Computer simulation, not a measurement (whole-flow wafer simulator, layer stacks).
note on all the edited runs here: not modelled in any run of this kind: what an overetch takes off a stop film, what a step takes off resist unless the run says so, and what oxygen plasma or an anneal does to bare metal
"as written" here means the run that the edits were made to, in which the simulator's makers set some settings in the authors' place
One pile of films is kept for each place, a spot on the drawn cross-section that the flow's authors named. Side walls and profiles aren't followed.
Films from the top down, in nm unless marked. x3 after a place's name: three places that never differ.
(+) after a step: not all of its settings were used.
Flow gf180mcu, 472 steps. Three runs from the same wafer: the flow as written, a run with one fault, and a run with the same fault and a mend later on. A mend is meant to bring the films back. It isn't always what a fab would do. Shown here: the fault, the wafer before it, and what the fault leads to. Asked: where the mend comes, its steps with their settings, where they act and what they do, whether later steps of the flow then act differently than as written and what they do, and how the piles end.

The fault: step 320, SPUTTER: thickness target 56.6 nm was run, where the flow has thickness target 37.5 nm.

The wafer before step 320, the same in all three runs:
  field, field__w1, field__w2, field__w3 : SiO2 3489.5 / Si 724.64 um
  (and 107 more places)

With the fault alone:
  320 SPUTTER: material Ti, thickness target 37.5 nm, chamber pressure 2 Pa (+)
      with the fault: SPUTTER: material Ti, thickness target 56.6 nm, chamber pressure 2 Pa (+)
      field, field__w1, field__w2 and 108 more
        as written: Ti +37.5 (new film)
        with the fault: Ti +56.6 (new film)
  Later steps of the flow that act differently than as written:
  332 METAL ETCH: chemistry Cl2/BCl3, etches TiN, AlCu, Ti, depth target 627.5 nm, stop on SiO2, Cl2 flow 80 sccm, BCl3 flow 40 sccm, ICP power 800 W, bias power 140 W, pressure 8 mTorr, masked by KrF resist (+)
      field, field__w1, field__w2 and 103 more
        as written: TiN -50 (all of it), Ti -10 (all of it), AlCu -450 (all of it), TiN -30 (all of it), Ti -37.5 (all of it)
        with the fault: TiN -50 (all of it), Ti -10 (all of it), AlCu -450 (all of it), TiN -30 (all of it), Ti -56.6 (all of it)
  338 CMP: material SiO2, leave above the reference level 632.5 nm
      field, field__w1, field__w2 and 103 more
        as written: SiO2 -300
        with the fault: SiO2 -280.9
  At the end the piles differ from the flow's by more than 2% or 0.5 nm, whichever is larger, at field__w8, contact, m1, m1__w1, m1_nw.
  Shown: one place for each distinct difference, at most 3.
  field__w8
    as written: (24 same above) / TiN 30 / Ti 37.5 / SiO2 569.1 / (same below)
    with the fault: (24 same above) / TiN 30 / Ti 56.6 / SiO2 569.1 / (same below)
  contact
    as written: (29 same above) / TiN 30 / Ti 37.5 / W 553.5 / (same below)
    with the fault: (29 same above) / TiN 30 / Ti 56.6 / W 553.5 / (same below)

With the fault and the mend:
  The mend comes after step 320.
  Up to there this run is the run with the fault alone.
  320a METAL ETCH: chemistry Cl2/BCl3, etches TiN, AlCu, Ti, depth target 19.1 nm, Cl2 flow 80 sccm, BCl3 flow 40 sccm, ICP power 800 W, bias power 140 W, pressure 8 mTorr (the flow's step 260 once more, with other settings)
      field, field__w1, field__w2 and 108 more
        Ti -19.1
  No later step of the flow acts differently than as written at any place that is followed.
  At the end the piles are the same as the flow's at every place that both follow.
